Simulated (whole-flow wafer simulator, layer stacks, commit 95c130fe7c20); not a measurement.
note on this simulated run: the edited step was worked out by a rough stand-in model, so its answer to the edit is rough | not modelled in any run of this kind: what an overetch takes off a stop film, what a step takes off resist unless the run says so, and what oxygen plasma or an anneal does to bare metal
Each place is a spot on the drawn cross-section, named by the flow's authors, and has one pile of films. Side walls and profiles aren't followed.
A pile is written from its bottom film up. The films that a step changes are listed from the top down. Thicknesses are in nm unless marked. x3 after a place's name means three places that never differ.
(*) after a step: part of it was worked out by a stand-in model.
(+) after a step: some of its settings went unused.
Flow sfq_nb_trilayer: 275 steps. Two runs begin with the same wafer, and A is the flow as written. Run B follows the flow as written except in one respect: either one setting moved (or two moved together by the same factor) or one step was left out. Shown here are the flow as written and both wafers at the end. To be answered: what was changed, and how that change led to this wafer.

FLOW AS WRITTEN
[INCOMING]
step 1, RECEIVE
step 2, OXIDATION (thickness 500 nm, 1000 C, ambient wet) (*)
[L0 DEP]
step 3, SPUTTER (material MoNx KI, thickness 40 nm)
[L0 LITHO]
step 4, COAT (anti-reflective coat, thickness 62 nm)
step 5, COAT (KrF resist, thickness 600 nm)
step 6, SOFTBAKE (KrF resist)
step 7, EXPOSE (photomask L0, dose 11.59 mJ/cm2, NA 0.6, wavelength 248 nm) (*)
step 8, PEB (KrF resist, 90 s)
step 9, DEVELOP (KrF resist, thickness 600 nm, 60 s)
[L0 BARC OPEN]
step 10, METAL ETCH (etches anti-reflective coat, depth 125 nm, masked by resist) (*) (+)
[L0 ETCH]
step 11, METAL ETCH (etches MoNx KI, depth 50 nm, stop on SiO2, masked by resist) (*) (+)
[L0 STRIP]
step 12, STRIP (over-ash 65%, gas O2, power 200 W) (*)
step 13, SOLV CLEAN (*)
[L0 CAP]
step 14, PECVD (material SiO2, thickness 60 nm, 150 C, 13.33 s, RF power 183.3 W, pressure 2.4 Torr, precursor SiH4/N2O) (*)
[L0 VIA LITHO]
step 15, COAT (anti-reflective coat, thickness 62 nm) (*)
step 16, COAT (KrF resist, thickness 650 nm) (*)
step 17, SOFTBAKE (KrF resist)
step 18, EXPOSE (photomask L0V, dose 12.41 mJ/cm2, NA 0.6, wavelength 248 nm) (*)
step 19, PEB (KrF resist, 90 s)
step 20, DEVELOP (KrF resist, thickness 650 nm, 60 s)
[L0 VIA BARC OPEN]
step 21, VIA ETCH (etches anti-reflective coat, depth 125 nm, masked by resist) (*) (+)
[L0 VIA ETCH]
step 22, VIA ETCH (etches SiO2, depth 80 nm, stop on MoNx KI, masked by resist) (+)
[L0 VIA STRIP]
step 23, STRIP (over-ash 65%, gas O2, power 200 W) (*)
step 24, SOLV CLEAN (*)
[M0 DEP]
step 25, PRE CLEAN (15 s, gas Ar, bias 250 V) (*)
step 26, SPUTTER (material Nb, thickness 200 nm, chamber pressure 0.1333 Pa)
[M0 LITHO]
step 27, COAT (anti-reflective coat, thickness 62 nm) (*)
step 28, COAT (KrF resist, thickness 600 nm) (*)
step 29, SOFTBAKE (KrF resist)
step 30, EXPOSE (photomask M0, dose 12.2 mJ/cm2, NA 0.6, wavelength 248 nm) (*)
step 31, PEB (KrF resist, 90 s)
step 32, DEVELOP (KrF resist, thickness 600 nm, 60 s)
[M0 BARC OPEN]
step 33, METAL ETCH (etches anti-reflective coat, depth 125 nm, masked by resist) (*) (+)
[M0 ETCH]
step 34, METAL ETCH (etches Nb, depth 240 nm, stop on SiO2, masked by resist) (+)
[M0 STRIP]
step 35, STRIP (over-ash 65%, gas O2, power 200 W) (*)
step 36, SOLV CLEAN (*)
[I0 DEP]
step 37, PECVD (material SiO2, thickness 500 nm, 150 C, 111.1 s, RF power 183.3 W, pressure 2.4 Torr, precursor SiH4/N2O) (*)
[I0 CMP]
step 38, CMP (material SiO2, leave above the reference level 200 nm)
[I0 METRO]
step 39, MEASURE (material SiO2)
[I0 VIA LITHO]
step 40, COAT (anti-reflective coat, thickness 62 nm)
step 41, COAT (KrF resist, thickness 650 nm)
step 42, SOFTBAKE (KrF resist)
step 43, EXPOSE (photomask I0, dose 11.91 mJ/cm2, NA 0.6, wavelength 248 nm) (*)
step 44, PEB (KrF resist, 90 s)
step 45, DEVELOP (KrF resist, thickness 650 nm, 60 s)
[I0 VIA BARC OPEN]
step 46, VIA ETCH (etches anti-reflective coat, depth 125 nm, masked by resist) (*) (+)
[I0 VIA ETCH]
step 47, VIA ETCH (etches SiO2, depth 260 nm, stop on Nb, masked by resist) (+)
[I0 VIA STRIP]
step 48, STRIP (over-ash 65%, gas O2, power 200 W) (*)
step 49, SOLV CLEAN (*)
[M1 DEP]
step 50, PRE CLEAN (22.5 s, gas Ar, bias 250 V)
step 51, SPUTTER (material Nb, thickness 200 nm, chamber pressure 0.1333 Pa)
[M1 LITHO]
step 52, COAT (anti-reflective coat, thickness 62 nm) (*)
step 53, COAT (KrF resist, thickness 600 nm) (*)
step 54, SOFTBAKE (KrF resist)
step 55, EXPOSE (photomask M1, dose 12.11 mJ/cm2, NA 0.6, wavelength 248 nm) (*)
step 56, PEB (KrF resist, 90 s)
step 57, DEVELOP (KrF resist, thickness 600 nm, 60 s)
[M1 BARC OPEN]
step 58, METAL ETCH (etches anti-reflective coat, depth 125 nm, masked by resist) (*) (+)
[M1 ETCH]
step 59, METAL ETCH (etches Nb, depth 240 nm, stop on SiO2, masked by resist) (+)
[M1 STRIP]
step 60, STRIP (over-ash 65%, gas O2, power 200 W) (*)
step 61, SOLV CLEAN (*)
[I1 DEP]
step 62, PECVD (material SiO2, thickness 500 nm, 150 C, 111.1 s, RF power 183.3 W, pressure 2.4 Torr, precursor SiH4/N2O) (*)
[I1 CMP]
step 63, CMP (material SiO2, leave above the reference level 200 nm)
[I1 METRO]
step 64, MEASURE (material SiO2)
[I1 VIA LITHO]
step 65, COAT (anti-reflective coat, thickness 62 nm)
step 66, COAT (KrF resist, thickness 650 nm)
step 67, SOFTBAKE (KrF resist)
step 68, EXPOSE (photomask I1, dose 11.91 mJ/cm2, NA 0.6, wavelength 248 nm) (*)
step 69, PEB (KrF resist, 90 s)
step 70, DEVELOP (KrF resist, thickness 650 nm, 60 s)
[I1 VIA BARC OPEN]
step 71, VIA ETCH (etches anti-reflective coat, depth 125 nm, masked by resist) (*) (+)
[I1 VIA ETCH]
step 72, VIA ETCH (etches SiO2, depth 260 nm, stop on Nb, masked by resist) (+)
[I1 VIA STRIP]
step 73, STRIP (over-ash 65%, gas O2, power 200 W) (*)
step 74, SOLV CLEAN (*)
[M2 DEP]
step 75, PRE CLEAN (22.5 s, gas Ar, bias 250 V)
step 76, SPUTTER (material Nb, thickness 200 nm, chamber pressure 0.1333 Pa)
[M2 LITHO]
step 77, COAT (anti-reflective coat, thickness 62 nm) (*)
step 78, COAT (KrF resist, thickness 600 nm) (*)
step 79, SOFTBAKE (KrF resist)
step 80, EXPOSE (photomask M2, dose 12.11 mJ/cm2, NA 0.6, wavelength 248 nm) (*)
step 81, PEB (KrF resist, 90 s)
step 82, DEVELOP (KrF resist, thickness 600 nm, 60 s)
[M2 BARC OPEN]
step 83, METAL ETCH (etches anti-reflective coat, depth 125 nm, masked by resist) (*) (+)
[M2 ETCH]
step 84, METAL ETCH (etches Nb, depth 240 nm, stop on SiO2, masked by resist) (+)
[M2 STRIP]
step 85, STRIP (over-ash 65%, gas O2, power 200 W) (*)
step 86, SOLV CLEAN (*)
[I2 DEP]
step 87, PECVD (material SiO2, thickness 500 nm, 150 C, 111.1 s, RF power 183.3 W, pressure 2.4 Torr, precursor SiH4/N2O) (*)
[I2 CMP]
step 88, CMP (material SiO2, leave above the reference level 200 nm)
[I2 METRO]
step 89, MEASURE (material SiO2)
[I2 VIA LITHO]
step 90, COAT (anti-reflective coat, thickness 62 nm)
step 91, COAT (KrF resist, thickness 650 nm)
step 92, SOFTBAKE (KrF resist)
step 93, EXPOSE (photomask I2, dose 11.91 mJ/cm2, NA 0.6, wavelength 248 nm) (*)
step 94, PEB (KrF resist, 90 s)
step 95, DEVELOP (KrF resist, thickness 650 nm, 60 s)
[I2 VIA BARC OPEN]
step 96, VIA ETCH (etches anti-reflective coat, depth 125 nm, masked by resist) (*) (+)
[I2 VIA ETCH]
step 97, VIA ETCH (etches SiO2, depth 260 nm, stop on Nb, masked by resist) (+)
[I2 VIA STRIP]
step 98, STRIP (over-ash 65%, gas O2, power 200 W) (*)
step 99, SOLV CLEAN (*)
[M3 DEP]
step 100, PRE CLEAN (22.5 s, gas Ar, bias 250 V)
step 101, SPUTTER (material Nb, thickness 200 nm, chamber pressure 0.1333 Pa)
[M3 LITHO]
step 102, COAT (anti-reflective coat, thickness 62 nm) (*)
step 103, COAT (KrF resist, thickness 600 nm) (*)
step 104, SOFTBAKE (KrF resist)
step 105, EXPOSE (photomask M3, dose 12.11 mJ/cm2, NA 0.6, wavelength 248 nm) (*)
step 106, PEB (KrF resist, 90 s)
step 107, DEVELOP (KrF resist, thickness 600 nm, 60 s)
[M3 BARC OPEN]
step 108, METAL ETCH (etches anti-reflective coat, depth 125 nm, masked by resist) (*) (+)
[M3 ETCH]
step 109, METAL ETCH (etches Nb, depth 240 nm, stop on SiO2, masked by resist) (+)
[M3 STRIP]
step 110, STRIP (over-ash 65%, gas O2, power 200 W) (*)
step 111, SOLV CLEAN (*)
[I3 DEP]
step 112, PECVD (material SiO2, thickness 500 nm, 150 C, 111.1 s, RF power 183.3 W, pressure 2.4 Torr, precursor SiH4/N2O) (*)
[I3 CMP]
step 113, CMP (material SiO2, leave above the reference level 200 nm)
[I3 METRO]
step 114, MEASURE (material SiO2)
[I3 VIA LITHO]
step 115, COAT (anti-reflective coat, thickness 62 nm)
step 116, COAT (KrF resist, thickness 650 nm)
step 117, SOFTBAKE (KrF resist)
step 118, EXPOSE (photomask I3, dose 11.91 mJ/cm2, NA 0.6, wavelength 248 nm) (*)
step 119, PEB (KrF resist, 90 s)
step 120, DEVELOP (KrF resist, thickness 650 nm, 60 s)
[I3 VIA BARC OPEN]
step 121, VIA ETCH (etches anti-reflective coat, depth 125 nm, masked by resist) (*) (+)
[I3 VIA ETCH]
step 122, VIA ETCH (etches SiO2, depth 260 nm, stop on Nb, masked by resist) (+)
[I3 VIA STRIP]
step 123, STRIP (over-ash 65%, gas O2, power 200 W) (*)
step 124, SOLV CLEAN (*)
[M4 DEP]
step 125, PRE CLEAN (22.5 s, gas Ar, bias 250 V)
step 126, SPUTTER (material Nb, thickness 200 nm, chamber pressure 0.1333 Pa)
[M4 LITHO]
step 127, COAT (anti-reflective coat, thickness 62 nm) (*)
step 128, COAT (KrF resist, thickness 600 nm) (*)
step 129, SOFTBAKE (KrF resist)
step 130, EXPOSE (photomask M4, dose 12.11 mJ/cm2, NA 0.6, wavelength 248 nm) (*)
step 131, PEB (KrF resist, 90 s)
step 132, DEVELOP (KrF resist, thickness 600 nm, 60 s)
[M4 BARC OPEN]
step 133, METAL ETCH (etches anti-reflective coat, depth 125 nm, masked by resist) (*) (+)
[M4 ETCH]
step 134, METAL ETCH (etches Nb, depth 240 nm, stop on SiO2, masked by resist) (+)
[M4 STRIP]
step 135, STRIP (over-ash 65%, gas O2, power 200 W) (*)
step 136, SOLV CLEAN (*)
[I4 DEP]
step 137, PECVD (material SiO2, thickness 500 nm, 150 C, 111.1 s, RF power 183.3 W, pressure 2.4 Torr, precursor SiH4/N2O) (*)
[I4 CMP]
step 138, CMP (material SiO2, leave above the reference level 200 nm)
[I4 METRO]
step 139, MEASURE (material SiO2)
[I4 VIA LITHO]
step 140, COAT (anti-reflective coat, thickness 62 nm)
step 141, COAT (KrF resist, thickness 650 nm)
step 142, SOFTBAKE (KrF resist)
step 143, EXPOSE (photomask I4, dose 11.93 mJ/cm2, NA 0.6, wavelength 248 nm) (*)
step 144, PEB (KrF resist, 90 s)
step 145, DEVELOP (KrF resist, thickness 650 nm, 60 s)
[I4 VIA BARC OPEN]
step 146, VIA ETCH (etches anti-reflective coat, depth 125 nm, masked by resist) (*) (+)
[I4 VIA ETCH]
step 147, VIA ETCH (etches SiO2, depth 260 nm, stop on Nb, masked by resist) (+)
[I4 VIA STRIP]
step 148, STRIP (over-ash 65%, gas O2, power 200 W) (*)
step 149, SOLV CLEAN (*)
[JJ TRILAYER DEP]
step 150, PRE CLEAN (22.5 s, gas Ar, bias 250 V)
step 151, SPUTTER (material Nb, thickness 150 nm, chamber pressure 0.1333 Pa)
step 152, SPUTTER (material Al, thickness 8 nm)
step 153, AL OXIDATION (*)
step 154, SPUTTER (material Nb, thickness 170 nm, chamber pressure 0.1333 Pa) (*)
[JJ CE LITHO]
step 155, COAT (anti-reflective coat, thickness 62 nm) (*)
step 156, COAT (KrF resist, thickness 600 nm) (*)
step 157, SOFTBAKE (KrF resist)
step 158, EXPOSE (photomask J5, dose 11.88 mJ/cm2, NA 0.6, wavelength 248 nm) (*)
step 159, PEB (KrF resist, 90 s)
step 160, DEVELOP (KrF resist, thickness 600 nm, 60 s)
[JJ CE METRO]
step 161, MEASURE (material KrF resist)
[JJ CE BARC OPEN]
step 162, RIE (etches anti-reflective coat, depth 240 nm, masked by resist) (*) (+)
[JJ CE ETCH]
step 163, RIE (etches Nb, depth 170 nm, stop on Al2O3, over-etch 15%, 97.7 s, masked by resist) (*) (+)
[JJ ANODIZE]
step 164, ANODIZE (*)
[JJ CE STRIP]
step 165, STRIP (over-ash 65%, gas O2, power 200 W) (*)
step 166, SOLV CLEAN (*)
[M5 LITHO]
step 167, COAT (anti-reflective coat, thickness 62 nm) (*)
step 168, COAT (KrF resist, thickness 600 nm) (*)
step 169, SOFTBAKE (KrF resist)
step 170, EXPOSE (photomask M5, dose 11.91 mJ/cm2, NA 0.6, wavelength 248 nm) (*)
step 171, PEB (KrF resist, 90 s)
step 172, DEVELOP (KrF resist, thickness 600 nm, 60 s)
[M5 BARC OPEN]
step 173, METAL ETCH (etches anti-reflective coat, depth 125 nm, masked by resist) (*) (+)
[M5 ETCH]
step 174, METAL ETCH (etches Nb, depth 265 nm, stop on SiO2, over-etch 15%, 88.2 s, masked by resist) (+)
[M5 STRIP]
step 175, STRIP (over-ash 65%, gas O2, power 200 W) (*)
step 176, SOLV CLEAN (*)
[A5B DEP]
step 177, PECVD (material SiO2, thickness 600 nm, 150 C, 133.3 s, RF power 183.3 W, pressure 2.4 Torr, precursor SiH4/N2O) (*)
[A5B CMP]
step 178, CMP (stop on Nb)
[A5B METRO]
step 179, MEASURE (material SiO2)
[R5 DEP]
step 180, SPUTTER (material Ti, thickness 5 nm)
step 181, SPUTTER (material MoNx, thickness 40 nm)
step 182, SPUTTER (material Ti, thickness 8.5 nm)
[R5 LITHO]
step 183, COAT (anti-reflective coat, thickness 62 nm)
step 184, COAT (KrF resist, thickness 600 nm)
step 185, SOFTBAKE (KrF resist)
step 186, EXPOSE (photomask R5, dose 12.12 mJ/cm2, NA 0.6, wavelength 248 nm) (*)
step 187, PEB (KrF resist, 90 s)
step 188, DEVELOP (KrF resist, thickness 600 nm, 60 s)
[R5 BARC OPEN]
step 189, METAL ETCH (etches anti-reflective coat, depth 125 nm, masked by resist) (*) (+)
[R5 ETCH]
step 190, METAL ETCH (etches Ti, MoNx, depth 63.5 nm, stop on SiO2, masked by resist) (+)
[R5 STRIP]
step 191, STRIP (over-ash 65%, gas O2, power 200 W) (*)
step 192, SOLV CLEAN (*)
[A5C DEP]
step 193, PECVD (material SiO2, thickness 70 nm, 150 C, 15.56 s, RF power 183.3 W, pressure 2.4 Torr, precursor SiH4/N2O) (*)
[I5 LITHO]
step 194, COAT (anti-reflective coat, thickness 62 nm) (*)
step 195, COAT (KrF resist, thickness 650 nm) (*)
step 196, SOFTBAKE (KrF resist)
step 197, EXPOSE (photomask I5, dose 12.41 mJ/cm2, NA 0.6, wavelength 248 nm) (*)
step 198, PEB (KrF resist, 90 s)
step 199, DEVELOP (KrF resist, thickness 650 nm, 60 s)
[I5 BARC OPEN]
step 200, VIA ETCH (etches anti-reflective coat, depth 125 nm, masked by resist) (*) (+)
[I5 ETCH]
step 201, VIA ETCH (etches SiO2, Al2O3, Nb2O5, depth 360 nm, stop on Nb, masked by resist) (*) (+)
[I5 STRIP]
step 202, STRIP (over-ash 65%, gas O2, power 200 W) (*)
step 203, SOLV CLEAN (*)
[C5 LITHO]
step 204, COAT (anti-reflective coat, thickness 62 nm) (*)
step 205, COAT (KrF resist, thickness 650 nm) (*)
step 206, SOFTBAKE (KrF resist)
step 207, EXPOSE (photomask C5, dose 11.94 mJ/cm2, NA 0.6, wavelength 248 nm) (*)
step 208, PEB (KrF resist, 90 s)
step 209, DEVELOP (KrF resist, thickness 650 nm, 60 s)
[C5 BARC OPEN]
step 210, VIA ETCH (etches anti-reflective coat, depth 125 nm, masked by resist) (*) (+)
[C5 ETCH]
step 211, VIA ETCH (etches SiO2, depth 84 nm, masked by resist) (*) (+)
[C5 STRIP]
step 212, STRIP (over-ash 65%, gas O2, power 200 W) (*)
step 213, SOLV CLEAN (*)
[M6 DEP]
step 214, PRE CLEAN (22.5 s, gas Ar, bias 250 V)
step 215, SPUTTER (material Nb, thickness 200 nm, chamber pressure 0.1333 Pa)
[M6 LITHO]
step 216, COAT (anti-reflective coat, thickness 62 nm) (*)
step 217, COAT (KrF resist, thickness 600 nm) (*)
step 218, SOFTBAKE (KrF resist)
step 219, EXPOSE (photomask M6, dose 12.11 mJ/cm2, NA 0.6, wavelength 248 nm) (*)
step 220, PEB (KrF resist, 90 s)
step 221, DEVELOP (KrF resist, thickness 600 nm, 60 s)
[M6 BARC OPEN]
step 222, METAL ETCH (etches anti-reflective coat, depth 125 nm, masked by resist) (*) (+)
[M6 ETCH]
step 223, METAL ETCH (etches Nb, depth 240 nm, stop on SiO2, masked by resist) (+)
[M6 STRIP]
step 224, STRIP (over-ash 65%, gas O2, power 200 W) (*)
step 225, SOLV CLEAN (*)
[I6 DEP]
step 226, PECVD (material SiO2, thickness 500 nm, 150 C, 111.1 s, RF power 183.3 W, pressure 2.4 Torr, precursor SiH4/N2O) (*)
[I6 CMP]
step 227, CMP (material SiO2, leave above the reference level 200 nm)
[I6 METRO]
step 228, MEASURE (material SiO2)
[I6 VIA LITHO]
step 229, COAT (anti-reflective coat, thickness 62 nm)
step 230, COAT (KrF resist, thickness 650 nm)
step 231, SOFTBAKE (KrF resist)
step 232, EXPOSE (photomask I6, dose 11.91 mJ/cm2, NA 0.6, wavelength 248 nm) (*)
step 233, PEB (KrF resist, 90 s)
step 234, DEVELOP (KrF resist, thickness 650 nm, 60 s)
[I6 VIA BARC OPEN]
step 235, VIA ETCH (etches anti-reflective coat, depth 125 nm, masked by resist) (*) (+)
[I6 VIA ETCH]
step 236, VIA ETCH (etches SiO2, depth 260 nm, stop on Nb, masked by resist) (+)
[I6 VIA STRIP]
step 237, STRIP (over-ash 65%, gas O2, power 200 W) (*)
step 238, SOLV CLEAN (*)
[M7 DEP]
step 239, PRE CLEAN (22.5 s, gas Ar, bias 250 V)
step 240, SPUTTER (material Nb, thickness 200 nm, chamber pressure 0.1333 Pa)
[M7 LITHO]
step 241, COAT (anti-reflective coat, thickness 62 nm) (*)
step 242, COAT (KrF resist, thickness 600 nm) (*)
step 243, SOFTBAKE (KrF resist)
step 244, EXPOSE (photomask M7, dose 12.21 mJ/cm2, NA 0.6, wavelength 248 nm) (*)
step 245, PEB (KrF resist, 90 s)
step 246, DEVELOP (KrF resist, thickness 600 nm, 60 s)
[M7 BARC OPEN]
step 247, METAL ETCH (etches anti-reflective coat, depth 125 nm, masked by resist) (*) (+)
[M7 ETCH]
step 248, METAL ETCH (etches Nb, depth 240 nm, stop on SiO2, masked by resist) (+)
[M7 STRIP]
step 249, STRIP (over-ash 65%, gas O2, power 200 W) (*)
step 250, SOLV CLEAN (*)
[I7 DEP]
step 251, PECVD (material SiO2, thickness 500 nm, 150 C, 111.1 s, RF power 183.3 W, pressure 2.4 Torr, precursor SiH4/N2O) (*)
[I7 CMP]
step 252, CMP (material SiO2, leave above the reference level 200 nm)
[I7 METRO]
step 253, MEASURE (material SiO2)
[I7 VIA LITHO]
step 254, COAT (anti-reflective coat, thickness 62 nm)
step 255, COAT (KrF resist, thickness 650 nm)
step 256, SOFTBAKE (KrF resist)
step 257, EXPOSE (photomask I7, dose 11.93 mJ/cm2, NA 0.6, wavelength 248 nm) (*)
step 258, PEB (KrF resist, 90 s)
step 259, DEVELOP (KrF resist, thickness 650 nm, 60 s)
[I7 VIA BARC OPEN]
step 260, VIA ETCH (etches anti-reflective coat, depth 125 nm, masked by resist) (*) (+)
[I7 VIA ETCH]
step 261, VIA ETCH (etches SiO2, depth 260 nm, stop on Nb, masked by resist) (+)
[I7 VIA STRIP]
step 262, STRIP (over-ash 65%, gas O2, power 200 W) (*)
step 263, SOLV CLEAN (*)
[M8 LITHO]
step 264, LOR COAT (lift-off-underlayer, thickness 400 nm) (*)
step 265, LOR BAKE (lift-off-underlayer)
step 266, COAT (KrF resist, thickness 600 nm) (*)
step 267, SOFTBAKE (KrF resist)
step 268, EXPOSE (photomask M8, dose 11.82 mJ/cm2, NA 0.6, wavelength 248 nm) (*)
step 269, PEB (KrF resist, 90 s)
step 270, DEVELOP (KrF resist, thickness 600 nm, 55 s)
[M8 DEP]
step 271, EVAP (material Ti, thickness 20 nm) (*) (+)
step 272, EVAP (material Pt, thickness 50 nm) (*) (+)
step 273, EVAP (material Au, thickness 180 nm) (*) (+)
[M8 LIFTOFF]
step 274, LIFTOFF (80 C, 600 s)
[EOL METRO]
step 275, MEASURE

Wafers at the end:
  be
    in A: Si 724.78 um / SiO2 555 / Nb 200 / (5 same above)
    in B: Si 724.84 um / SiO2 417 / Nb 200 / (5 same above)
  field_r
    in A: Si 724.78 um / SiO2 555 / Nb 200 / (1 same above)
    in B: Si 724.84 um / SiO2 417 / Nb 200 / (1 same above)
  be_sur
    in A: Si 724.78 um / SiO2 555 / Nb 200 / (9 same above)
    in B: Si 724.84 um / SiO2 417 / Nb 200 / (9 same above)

The reason: step 2, OXIDATION: thickness 362 nm was run, whereas the flow has thickness 500 nm.

How this came from the change, step by step:
  step 2, OXIDATION (thickness 500 nm, 1000 C, ambient wet) (*)
      field_l, v_sur, via_wl and 103 more: A +500 SiO2 (new film), -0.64 chemical SiO2 (all of it), -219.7 Si | B +362 SiO2 (new film), -0.64 chemical SiO2 (all of it), -159 Si
